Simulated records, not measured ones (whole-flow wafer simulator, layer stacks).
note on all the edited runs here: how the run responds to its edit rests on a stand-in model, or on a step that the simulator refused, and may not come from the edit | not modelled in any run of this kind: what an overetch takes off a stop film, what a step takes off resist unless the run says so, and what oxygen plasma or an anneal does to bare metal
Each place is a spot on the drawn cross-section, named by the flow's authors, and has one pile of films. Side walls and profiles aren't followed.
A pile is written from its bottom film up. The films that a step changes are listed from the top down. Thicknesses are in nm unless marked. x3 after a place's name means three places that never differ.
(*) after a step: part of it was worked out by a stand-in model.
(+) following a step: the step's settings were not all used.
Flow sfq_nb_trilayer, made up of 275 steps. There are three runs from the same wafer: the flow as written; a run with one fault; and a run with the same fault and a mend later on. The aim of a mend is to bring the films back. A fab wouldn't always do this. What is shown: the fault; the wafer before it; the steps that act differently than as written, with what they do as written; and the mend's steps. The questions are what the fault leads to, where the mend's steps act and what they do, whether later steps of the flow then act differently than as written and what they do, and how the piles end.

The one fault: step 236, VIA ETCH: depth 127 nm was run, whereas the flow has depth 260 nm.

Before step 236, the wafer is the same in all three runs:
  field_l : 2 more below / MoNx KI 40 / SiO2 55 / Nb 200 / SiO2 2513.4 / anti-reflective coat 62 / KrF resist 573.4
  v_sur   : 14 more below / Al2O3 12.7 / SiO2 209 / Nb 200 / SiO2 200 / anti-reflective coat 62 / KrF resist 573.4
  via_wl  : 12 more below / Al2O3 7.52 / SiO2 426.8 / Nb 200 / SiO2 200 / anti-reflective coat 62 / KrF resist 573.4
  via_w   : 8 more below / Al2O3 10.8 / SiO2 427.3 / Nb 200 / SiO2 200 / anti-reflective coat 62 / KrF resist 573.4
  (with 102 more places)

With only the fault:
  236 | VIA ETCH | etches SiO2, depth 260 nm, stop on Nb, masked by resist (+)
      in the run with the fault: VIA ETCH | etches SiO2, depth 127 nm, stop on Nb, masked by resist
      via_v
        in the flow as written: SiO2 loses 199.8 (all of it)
        in the run with the fault: SiO2 loses 127
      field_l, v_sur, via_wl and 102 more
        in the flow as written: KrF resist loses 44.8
        in the run with the fault: KrF resist loses 21.9
  Steps later in the flow that act otherwise than as written (not shown: 3 more steps that differ only slightly, by at most 2% or 0.5 nm, whichever is larger):
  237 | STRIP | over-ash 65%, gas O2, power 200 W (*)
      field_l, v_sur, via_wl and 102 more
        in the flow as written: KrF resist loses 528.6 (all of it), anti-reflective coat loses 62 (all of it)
        in the run with the fault: KrF resist loses 551.5 (all of it), anti-reflective coat loses 62 (all of it)
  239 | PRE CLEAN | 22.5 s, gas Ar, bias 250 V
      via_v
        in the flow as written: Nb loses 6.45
        in the run with the fault: SiO2 loses 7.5
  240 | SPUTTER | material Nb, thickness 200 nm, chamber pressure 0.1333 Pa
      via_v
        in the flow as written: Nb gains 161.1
        in the run with the fault: Nb gains 178.6 (new film)
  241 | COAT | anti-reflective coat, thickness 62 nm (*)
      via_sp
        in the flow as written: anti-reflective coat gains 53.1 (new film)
        in the run with the fault: anti-reflective coat gains 54.4 (new film)
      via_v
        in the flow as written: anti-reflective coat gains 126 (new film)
        in the run with the fault: anti-reflective coat gains 108.8 (new film)
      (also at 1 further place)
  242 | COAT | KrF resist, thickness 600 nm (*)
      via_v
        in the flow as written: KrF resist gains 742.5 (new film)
        in the run with the fault: KrF resist gains 682.3 (new film)
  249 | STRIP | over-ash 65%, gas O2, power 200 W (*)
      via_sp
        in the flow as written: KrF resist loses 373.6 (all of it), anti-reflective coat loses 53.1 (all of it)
        in the run with the fault: KrF resist loses 378.7 (all of it), anti-reflective coat loses 54.4 (all of it)
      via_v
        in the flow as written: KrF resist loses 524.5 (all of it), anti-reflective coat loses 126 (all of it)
        in the run with the fault: KrF resist loses 464.4 (all of it), anti-reflective coat loses 108.8 (all of it)
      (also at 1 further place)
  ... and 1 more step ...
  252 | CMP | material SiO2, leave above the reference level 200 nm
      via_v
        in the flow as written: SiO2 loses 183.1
        in the run with the fault: SiO2 loses 157.1
  At via_v, the piles at the end differ from the flow's by more than 2% or 0.5 nm, whichever is larger.
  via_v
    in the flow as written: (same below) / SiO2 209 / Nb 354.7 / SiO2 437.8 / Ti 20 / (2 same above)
    in the run with the fault: (same below) / SiO2 209 / Nb 200 / SiO2 65.3 / Nb 178.6 / SiO2 348.5 / Ti 20 / (2 same above)

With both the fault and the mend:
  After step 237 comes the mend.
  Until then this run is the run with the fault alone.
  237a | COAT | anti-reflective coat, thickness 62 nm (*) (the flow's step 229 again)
      p4_fl x3, p4_w1 x9, p4_g1 x2 and 63 more
        anti-reflective coat gains 62 (new film)
      be_r, r_sur, res, r_end, moat, field_r, lsp_l, ln_m5
        anti-reflective coat gains 61.8 (new film)
      lsp_m, ln_m6, lsp_r, l0_sur, l0v
        anti-reflective coat gains 61.9 (new film)
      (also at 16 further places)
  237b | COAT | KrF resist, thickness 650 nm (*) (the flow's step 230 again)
      p4_fl x3, p4_w1 x9, p4_g1 x2 and 63 more
        KrF resist gains 650 (new film)
      moat, field_r, lsp_l and 6 more
        KrF resist gains 649.7 (new film)
      v_sur, gap
        KrF resist gains 648.5 (new film)
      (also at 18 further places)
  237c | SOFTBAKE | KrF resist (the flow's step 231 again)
      leaves every film unchanged at each place that is followed
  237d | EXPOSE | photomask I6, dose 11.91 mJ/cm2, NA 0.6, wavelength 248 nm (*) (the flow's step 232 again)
      leaves every film unchanged at each place that is followed
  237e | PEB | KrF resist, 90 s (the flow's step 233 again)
      wire, ce_l, c5j and 92 more
        KrF resist loses 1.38
      field_l, v_sur, via_wl and 7 more
        KrF resist loses 1.37
      via_v
        KrF resist loses 1.56
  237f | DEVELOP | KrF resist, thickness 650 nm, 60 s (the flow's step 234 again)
      field_l, v_sur, via_wl and 102 more
        KrF resist loses 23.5
      via_v
        KrF resist loses 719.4 (all of it)
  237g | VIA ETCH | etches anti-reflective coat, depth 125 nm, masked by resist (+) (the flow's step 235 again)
      field_l, v_sur, via_wl and 102 more
        KrF resist loses 69.4
      via_v
        anti-reflective coat loses 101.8 (all of it), SiO2 loses 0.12
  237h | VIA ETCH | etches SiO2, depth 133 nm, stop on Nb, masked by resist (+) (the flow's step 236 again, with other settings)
      field_l, v_sur, via_wl and 102 more
        KrF resist loses 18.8
      via_v
        SiO2 loses 72.7 (all of it)
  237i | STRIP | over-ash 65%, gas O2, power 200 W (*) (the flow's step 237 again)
      p4_fl x3, p4_w1 x9, p4_g1 x2 and 63 more
        KrF resist loses 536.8 (all of it), anti-reflective coat loses 62 (all of it)
      lsp_m, ln_m6, lsp_r, l0_sur, l0v
        KrF resist loses 536.6 (all of it), anti-reflective coat loses 61.9 (all of it)
      r_end, moat, field_r, lsp_l
        KrF resist loses 536.5 (all of it), anti-reflective coat loses 61.8 (all of it)
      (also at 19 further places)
  Later steps of the flow that are run all act as written at every place that is followed.
  The piles end the same as the flow's at every place that both follow.
